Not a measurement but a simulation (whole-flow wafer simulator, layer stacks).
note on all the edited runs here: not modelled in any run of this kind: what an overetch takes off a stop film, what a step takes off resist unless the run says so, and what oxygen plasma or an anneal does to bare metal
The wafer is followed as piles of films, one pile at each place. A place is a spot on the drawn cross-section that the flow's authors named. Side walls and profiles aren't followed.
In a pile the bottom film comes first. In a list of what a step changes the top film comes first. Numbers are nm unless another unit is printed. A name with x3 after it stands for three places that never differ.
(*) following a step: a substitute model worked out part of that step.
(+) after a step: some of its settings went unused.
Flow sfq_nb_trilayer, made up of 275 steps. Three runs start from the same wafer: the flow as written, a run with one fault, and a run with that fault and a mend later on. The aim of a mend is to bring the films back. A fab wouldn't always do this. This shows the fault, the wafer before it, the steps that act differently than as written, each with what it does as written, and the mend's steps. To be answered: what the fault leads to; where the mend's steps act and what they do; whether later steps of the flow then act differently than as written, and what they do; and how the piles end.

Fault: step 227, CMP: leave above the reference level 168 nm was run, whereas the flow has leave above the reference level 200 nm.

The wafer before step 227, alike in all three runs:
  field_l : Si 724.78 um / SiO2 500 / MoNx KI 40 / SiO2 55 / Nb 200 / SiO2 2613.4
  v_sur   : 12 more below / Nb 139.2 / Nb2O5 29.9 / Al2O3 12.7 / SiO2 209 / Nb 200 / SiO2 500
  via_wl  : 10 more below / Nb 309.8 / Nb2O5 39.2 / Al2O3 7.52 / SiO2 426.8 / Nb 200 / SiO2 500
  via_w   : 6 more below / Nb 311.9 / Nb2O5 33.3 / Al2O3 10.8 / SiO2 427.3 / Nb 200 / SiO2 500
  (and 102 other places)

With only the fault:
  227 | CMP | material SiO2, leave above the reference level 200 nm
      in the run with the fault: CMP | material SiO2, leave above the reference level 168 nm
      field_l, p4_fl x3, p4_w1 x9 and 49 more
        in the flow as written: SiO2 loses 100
        in the run with the fault: SiO2 loses 132
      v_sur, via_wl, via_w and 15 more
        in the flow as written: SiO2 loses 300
        in the run with the fault: SiO2 loses 332
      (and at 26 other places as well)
  Steps further on in the flow that do not act as written (3 other steps are not shown; they differ only slightly, by no more than 2% or 0.5 nm, whichever is larger):
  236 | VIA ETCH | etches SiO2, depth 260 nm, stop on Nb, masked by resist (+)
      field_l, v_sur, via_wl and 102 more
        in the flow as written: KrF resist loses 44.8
        in the run with the fault: KrF resist loses 43.4
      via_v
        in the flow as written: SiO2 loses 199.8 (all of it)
        in the run with the fault: SiO2 loses 167.8 (all of it)
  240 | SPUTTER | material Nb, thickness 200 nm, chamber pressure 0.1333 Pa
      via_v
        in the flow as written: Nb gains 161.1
        in the run with the fault: Nb gains 168.8
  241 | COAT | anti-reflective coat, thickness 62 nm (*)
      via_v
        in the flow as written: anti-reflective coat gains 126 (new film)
        in the run with the fault: anti-reflective coat gains 117 (new film)
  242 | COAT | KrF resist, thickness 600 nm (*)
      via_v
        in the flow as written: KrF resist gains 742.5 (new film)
        in the run with the fault: KrF resist gains 716.8 (new film)
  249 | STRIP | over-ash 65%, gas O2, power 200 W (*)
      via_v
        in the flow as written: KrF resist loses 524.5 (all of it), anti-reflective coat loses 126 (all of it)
        in the run with the fault: KrF resist loses 498.8 (all of it), anti-reflective coat loses 117 (all of it)
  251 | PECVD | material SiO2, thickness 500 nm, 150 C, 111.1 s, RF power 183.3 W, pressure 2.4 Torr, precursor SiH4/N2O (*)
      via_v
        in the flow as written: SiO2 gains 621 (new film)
        in the run with the fault: SiO2 gains 555.2 (new film)
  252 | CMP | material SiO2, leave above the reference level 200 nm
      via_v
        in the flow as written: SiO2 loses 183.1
        in the run with the fault: SiO2 loses 157.1
  The piles end different from the flow's at v_sur, via_wl, via_w and 80 more by more than 2% or 0.5 nm, whichever is larger.
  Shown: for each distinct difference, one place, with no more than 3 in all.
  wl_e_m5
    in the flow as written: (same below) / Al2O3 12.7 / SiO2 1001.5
    in the run with the fault: (same below) / Al2O3 12.7 / SiO2 969.5
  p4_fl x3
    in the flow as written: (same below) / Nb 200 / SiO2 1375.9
    in the run with the fault: (same below) / Nb 200 / SiO2 1343.9
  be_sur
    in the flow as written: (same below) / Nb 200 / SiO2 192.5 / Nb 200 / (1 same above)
    in the run with the fault: (same below) / Nb 200 / SiO2 160.5 / Nb 200 / (1 same above)

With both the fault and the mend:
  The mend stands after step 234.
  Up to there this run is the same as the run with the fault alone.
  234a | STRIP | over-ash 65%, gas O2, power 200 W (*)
      field_l, v_sur, via_wl and 102 more
        KrF resist loses 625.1 (all of it), anti-reflective coat loses 62 (all of it)
      via_v
        anti-reflective coat loses 62 (all of it)
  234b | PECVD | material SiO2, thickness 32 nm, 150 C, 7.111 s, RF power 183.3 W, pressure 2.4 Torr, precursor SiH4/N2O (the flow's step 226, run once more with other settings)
      field_l, v_sur, via_wl and 103 more
        SiO2 gains 32
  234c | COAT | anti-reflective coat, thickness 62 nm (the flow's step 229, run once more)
      field_l, v_sur, via_wl and 103 more
        anti-reflective coat gains 62 (new film)
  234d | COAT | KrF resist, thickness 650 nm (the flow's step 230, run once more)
      field_l, v_sur, via_wl and 103 more
        KrF resist gains 650 (new film)
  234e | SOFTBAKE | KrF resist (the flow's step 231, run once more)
      does not change any film at any place that is followed
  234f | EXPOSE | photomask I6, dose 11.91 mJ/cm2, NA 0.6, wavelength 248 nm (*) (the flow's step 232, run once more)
      does not change any film at any place that is followed
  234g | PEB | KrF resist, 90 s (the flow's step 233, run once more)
      field_l, v_sur, via_wl and 103 more
        KrF resist loses 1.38
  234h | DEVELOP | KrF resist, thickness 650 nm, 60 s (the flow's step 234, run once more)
      field_l, v_sur, via_wl and 102 more
        KrF resist loses 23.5
      via_v
        KrF resist loses 648.6 (all of it)
  Later steps of the flow that are run all act as written at every place that is followed.
  At every place that both follow, the piles at the end match the flow's.
